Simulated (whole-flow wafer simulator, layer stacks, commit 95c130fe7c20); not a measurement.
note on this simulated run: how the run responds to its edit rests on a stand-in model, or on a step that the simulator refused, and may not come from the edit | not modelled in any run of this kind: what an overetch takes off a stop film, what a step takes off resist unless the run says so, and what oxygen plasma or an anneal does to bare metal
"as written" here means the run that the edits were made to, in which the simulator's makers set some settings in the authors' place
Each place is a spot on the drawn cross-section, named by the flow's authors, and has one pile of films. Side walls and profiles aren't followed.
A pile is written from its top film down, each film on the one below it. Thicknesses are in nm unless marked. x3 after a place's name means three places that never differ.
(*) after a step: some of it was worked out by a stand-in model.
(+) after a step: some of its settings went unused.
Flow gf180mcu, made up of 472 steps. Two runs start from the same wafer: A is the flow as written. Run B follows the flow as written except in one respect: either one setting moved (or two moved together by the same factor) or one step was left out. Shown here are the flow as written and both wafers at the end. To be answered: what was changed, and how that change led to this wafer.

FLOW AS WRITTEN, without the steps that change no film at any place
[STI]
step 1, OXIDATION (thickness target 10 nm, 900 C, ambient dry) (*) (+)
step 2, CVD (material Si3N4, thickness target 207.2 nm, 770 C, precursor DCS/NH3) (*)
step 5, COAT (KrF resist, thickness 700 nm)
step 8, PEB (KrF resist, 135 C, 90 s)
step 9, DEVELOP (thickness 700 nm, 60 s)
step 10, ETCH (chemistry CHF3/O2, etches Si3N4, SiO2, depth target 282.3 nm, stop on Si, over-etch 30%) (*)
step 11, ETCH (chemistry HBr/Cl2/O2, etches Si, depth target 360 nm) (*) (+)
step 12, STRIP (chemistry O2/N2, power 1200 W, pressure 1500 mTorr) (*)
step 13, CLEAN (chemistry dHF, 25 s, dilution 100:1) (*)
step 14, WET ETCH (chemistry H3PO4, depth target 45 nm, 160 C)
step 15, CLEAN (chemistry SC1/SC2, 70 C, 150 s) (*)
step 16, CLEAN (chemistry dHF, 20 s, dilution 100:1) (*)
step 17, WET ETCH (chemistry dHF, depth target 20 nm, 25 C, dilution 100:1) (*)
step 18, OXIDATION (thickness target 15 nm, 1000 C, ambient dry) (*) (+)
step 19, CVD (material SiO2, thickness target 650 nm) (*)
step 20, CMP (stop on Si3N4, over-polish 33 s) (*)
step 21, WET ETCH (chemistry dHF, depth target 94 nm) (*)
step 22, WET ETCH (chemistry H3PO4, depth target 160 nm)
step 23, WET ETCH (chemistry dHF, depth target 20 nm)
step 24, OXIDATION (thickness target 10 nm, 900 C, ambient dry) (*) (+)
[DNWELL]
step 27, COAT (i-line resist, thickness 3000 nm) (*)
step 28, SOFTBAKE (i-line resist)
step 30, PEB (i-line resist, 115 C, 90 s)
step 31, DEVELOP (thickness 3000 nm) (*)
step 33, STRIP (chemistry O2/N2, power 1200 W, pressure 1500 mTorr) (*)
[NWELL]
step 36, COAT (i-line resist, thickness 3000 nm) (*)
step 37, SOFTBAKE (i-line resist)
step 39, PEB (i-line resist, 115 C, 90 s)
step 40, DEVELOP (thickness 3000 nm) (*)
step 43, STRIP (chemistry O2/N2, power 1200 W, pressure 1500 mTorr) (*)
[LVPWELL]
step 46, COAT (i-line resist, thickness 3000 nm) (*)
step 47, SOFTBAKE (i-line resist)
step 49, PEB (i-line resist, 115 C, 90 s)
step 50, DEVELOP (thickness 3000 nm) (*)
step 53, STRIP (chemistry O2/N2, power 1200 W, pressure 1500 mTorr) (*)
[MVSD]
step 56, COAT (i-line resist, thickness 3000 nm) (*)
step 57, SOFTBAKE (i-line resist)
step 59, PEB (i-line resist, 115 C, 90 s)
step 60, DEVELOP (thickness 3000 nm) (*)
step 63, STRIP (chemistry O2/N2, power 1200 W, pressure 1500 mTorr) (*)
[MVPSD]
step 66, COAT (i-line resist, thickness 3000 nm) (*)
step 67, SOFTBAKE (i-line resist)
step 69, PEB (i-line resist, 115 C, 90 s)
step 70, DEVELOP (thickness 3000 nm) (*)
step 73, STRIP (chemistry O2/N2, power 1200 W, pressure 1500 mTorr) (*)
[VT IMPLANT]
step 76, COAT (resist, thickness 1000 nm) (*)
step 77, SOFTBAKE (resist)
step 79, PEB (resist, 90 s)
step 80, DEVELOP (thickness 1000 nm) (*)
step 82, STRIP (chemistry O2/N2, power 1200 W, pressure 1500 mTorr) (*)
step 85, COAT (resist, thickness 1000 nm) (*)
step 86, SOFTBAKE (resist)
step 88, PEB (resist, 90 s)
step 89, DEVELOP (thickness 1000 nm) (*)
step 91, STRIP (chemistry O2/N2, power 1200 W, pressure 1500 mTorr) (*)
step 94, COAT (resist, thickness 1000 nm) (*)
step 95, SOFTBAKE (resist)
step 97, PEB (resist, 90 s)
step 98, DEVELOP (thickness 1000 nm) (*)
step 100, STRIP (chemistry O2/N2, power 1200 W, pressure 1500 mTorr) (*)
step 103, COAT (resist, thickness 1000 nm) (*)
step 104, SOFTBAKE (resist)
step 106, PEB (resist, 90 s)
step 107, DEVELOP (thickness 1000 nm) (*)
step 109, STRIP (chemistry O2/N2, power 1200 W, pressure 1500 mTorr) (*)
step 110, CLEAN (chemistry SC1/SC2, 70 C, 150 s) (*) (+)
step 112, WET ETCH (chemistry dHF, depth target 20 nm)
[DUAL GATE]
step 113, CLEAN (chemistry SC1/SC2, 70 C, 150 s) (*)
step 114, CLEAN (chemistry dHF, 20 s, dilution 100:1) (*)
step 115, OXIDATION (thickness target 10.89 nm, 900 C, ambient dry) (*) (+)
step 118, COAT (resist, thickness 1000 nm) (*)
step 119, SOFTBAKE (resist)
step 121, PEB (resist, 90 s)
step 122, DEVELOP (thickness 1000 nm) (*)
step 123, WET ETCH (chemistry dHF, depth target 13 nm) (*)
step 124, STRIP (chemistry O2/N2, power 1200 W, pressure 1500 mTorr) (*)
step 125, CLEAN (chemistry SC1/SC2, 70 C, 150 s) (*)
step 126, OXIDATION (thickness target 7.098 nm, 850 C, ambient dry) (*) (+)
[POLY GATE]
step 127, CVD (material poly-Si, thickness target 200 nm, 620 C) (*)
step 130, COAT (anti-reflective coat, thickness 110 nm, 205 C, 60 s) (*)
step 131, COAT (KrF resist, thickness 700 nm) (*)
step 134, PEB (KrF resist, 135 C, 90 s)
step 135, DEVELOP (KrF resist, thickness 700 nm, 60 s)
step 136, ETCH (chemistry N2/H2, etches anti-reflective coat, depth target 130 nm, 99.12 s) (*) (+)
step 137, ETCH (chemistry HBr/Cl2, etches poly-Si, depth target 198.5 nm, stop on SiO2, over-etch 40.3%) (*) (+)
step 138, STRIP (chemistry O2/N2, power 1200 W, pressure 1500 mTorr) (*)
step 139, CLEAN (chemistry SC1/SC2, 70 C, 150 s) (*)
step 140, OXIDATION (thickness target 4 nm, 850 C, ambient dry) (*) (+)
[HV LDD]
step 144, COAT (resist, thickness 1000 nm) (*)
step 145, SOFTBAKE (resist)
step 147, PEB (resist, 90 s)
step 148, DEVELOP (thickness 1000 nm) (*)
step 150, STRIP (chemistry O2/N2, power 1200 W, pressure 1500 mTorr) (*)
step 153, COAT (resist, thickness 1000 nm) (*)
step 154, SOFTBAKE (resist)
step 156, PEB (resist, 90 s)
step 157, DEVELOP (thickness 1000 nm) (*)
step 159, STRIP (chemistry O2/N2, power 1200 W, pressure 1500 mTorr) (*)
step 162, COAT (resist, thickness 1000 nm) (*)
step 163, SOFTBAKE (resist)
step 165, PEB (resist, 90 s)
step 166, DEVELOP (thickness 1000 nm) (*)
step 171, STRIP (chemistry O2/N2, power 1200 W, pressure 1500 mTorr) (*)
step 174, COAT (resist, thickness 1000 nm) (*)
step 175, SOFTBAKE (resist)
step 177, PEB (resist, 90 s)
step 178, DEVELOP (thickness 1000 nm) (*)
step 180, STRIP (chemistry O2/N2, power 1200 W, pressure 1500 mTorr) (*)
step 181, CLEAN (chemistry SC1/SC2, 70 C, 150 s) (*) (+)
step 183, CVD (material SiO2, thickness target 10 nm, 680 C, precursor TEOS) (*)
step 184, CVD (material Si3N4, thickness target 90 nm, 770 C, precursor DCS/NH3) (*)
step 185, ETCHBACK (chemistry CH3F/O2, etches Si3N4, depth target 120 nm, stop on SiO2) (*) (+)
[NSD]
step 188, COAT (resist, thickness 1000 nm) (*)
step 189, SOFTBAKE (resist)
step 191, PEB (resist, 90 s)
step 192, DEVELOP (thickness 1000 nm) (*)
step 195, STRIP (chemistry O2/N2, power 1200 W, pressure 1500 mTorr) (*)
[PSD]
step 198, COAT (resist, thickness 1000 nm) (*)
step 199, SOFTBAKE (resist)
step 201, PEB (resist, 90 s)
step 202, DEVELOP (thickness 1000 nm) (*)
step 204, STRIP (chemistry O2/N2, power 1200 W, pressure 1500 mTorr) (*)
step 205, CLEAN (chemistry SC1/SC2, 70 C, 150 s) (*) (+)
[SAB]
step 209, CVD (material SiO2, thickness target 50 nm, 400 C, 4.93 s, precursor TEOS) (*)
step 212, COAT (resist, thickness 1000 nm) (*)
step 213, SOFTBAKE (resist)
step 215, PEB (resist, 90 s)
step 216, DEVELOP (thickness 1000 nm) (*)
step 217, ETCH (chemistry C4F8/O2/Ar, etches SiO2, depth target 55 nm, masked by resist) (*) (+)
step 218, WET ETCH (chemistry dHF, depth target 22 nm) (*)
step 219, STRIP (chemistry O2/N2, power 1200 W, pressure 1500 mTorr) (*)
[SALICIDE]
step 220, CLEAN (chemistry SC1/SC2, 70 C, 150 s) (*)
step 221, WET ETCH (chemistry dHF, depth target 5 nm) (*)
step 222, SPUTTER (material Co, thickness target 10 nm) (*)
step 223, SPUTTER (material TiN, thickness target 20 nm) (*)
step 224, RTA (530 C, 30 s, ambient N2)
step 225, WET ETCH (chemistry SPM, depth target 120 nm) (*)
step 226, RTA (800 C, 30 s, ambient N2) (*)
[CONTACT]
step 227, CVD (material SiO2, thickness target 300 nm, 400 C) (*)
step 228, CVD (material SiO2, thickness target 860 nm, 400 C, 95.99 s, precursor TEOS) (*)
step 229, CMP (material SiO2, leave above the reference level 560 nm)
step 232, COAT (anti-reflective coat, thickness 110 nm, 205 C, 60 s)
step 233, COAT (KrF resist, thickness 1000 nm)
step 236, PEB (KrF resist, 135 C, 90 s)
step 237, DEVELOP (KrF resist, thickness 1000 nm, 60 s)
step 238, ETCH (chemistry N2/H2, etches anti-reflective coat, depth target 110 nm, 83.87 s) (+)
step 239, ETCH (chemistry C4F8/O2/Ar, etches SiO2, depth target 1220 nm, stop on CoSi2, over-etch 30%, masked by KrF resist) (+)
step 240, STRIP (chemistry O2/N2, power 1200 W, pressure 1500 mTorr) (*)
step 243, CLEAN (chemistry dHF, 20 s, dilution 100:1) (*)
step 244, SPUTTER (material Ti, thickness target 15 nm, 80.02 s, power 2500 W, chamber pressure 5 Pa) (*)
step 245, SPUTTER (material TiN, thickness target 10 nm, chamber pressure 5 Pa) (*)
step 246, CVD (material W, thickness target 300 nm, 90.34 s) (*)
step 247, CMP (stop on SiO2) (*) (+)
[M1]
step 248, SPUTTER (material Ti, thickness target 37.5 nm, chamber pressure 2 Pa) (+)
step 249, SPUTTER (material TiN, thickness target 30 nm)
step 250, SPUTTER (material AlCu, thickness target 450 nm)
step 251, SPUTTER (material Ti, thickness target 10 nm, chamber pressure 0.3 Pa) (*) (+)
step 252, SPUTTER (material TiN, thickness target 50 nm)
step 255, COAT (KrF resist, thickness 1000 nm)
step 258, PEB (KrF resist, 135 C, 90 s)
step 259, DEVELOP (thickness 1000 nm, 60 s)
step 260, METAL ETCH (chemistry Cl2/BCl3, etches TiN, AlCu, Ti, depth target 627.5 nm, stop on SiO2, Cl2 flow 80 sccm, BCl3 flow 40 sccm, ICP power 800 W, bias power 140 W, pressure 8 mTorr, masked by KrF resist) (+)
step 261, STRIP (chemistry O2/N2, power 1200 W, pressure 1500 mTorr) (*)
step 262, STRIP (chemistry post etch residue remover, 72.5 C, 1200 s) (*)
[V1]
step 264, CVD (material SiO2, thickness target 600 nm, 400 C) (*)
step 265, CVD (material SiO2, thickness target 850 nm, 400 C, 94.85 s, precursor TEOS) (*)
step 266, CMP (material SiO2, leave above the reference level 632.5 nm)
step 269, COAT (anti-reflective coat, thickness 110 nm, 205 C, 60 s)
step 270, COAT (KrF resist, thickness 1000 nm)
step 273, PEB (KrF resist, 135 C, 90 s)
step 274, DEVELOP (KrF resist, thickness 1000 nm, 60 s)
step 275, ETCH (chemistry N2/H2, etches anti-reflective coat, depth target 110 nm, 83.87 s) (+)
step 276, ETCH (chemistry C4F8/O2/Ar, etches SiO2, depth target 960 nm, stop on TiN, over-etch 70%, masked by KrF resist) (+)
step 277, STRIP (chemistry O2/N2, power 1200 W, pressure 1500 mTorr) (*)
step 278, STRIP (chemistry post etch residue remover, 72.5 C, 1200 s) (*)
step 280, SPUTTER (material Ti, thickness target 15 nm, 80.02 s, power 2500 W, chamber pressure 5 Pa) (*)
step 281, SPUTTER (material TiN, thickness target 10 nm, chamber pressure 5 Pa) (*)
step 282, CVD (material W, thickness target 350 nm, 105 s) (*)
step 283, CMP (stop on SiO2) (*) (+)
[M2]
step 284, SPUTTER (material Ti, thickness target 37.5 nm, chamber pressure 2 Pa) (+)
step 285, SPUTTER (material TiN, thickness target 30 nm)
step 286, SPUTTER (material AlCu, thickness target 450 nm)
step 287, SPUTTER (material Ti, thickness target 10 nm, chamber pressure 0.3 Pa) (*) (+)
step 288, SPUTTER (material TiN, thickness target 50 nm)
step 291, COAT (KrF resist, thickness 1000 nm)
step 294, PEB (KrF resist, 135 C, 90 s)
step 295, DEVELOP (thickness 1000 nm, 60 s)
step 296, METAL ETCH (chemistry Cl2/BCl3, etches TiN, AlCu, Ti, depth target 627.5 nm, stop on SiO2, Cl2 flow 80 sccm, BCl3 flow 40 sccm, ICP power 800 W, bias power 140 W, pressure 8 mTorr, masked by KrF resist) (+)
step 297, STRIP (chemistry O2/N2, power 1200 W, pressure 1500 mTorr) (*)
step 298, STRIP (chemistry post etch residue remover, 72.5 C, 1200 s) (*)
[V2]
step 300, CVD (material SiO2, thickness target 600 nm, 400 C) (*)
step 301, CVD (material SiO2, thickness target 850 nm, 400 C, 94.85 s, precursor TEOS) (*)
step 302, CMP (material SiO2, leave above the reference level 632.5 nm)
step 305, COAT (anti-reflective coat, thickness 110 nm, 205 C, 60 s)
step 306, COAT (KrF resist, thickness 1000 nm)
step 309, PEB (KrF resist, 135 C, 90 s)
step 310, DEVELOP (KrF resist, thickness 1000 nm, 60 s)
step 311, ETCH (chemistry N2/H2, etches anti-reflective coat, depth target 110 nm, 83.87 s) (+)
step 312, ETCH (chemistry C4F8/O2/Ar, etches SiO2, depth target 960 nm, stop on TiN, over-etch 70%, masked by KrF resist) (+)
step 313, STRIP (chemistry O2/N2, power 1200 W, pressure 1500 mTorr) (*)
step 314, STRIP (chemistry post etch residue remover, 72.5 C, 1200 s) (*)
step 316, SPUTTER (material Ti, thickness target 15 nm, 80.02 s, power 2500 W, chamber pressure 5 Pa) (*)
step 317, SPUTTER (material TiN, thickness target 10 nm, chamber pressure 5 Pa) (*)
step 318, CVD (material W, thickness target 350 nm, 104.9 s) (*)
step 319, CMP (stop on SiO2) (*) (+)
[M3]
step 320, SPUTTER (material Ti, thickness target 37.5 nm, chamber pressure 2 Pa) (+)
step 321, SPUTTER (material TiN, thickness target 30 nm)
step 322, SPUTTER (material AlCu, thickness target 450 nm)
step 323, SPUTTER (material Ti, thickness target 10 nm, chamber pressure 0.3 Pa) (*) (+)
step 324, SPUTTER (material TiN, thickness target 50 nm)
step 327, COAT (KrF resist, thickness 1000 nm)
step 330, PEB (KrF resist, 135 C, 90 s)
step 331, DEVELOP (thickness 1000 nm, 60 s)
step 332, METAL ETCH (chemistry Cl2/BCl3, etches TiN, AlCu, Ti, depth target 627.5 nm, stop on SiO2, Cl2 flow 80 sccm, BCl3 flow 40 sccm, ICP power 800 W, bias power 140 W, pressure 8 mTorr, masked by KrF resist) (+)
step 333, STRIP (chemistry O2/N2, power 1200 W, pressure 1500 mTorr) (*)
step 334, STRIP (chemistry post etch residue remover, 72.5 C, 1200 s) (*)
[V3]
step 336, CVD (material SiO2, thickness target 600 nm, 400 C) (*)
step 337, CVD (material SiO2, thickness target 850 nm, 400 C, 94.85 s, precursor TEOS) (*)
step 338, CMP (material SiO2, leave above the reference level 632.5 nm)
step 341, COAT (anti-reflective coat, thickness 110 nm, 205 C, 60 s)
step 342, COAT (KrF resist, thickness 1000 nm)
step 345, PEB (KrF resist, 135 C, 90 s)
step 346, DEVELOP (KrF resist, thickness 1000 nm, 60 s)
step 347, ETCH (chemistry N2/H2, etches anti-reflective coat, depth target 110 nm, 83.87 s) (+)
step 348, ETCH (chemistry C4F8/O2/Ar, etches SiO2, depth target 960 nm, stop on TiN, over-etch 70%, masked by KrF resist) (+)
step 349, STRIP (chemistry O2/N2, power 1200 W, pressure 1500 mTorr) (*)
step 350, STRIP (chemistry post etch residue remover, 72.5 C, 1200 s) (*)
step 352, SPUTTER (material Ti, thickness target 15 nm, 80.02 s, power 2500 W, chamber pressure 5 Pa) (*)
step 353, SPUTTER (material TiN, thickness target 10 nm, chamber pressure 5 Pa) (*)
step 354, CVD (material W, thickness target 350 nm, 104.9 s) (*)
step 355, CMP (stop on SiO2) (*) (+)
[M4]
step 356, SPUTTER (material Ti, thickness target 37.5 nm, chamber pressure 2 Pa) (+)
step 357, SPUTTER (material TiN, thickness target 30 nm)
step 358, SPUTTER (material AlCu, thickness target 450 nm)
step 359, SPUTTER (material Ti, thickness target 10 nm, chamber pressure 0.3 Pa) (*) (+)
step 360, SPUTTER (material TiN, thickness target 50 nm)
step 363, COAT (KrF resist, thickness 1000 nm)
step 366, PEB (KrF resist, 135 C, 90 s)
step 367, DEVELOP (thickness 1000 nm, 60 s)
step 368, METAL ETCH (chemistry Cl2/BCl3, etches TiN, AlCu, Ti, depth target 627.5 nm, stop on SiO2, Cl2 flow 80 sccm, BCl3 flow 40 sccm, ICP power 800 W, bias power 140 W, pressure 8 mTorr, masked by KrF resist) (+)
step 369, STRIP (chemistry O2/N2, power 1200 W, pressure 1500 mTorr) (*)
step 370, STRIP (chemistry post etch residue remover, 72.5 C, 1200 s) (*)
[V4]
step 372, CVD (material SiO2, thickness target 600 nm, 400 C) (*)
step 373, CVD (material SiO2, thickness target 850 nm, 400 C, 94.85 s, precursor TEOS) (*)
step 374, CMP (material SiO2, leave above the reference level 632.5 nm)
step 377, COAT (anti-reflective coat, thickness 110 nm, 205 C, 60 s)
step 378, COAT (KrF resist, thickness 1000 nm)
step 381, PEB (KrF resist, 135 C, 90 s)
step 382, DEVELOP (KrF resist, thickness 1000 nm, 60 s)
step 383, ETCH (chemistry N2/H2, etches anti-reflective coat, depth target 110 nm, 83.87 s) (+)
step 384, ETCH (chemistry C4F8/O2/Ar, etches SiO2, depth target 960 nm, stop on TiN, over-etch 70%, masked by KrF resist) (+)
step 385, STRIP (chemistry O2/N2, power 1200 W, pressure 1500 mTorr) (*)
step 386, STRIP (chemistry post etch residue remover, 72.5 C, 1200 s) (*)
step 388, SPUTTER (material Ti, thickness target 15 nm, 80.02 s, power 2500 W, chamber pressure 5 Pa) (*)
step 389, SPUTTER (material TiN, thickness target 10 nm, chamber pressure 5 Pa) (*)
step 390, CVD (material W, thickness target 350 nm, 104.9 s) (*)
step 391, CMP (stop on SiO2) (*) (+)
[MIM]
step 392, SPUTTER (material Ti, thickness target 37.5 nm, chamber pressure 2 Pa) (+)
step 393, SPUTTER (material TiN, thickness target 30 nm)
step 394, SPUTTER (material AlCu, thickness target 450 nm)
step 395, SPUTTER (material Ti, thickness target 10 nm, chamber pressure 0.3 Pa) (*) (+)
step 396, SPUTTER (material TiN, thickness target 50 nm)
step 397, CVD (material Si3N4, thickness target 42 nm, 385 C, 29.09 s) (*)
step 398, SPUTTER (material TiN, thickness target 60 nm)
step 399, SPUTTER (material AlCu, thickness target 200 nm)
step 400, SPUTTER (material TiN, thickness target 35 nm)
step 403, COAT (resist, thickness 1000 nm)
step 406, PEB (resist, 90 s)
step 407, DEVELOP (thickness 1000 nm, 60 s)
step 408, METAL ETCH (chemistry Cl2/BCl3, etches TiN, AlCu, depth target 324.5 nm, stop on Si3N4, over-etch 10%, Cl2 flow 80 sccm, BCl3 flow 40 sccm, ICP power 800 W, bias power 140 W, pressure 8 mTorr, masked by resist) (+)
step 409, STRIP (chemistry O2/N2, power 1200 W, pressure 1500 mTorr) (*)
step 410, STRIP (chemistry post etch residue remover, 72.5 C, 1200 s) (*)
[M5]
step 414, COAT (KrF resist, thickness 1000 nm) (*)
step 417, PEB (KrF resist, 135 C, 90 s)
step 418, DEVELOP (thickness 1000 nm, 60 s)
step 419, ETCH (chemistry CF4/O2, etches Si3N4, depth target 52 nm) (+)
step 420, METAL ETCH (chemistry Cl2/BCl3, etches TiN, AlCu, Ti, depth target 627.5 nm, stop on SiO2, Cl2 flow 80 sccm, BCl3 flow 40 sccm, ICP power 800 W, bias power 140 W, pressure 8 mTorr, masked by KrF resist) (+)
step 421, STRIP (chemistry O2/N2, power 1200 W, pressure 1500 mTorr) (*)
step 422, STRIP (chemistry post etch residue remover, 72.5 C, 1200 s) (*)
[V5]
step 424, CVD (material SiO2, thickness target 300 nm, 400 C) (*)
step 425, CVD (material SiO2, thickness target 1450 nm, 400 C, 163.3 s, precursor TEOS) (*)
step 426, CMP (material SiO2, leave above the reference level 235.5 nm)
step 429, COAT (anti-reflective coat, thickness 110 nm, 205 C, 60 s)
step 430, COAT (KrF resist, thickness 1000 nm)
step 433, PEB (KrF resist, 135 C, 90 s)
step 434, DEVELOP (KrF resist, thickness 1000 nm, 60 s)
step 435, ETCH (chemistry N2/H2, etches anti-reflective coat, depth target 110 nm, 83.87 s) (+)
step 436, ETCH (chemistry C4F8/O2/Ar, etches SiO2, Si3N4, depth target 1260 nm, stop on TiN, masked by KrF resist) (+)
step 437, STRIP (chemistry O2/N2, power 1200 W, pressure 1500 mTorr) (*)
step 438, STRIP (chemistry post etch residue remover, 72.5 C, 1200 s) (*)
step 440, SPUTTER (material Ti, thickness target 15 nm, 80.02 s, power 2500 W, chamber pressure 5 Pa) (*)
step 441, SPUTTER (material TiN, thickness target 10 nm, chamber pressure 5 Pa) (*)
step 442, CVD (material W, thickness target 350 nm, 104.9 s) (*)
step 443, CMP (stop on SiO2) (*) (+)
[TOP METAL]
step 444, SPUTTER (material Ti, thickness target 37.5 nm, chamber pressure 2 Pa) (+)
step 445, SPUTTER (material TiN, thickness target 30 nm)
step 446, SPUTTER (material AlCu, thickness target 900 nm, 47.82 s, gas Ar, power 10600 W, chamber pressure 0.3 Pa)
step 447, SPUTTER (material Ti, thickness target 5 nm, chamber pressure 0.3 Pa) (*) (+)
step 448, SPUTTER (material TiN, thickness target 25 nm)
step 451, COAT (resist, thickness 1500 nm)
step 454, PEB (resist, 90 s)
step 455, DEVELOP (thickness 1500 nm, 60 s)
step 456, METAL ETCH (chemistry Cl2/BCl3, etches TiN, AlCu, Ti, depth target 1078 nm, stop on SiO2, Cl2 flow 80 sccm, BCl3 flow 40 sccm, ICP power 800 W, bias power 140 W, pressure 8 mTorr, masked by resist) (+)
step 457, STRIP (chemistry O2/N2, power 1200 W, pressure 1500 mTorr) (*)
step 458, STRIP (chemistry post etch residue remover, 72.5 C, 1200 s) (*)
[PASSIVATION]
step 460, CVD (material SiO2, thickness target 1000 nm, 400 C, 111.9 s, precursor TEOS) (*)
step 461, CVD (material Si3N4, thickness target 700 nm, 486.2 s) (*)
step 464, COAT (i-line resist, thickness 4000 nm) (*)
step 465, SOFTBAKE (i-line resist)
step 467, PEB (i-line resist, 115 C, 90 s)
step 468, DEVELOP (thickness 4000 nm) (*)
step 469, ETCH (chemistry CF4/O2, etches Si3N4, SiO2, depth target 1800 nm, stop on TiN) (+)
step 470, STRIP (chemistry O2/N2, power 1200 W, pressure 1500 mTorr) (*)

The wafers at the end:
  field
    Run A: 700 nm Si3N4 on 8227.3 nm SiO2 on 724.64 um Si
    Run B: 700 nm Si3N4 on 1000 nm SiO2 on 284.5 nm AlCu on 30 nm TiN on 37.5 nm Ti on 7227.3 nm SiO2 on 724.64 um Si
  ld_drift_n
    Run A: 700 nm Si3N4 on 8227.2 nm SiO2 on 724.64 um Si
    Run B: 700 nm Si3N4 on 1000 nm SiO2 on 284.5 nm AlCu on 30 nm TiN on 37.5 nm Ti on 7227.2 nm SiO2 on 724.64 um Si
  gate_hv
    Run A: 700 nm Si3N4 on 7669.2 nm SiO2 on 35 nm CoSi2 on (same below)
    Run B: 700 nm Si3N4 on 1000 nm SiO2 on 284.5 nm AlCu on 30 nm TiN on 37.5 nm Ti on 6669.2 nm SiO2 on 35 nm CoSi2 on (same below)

What caused this: step 456, METAL ETCH: depth target 639.8 nm was run, while the flow as written has depth target 1078 nm.

Step by step, how the change led to this:
  step 456, METAL ETCH (chemistry Cl2/BCl3, etches TiN, AlCu, Ti, depth target 1078 nm, stop on SiO2, Cl2 flow 80 sccm, BCl3 flow 40 sccm, ICP power 800 W, bias power 140 W, pressure 8 mTorr, masked by resist) (+)
      field, field__w1, field__w2 and 103 more: A TiN loses 25 (all of it), Ti loses 5 (all of it), AlCu loses 900 (all of it), TiN loses 30 (all of it), Ti loses 37.5 (all of it) | B TiN loses 25 (all of it), Ti loses 5 (all of it), AlCu loses 609.8
      field__w8, contact, m1, m1__w1, pad, m1_nw: A resist loses 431 | B resist loses 255.9
  step 457, STRIP (chemistry O2/N2, power 1200 W, pressure 1500 mTorr) (*)
      field__w8, contact, m1, m1__w1, pad, m1_nw: A resist loses 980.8 (all of it) | B resist loses 1155.8 (all of it)
  step 458, STRIP (chemistry post etch residue remover, 72.5 C, 1200 s) (*)
      field, field__w1, field__w2 and 103 more: A nothing | B AlCu loses 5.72
  step 460, CVD (material SiO2, thickness target 1000 nm, 400 C, 111.9 s, precursor TEOS) (*)
      field, field__w1, field__w2 and 103 more: A SiO2 gains 1000 | B SiO2 gains 1000 (new film)
  step 464, COAT (i-line resist, thickness 4000 nm) (*)
      field__w8: A i-line resist gains 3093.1 (new film) | B i-line resist gains 3406.9 (new film)
      contact: A i-line resist gains 3153.6 (new film) | B i-line resist gains 3439.5 (new film)
      (also at 4 further places)
  step 465, SOFTBAKE (i-line resist)
      field__w5, field__w9: A i-line resist gains 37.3 | B i-line resist gains 21.4
      sd_p_hv, nw_enc_fld__w1: A i-line resist gains 36.6 | B i-line resist gains 21
      (also at 65 further places)
  step 467, PEB (i-line resist, 115 C, 90 s)
      field__w8, m1__w1: A i-line resist loses 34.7 | B i-line resist loses 40.4
      contact, m1: A i-line resist loses 35.1 | B i-line resist loses 40.6
      (also at 2 further places)
  step 468, DEVELOP (thickness 4000 nm) (*)
      pad: A i-line resist loses 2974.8 (all of it) | B i-line resist loses 3318.6 (all of it)
  step 470, STRIP (chemistry O2/N2, power 1200 W, pressure 1500 mTorr) (*)
      field__w8, m1__w1: A i-line resist loses 1787.7 (all of it) | B i-line resist loses 2127 (all of it)
      contact: A i-line resist loses 1811.2 (all of it) | B i-line resist loses 2140.1 (all of it)
      (also at 2 further places)
Taking metal films that touch as one body, field has 1 body; the flow as written gives 0 bodies.
Taking metal films that touch as one body, ld_drift_n has 1 body; the flow as written gives 0 bodies.
Taking metal films that touch as one body, gate_hv has 2 bodies (between them, from the top down: SiO2 6669.2); the flow as written gives 1 body.
